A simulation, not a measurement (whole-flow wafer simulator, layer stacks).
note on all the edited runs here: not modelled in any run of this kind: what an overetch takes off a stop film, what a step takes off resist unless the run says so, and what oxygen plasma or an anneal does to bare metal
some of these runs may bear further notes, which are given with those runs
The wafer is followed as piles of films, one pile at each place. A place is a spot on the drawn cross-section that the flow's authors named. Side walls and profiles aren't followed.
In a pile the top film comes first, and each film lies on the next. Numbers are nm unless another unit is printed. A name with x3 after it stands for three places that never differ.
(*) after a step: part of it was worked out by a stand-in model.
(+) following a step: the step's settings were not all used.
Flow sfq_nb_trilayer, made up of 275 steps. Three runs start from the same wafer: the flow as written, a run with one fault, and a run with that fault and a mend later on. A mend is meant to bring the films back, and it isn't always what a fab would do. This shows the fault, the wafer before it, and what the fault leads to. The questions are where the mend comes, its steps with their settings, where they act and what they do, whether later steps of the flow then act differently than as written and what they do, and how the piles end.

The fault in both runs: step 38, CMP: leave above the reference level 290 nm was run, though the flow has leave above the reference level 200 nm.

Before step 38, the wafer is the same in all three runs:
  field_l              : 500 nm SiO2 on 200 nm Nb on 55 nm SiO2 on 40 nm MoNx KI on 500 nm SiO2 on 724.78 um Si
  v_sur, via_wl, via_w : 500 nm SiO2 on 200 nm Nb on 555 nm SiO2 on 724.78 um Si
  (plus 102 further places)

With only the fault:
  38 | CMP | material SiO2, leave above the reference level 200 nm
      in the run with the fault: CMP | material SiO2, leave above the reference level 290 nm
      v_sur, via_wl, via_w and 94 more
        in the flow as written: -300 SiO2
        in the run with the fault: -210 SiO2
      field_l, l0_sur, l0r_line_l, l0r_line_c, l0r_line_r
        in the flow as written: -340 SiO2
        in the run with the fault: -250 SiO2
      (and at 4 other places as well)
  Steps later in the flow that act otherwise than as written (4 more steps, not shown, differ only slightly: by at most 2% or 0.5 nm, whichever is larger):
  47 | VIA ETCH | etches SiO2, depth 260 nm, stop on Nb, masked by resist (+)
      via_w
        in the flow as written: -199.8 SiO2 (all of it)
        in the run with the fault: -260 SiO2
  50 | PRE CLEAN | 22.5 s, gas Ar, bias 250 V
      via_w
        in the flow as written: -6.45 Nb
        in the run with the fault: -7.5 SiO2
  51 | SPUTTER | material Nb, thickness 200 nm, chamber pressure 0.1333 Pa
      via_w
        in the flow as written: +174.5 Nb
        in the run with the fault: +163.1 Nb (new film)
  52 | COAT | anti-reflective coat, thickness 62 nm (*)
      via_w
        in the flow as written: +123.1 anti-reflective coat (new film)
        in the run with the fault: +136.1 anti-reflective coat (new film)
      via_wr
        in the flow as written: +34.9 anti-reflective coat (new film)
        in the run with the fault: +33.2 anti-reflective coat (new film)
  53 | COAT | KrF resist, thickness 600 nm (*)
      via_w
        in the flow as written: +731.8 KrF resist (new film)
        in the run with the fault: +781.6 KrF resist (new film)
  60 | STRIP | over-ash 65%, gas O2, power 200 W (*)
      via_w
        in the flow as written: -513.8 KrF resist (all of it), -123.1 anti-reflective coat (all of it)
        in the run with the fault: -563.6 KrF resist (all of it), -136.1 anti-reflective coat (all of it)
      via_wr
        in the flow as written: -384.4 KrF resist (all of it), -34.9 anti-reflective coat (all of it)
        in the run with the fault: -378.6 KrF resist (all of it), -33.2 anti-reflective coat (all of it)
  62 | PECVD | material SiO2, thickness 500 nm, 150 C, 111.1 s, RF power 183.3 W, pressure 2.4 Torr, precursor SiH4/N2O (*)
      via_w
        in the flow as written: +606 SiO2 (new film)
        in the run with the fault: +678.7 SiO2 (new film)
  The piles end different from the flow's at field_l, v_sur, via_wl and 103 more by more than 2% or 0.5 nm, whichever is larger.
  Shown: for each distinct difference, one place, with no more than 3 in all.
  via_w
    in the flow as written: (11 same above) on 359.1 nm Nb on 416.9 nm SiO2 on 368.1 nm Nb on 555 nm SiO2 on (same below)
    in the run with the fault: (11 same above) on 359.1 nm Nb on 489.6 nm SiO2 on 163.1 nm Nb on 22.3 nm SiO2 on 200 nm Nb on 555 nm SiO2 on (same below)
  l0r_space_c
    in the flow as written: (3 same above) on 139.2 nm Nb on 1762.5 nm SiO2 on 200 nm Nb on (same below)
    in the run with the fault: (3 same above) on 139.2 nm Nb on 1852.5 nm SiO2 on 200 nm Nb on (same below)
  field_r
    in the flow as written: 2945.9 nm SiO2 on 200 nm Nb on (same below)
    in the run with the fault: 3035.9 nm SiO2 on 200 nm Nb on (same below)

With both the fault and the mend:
  The mend stands after step 39.
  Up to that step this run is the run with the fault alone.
  39a | CMP | material SiO2, leave above the reference level 200 nm (a further turn of the flow's step 38)
      field_l, v_sur, via_wl and 103 more
        -90 SiO2
  Every later step of the flow that is run acts as written at every place that is followed.
  The piles end the same as the flow's at every place that both follow.
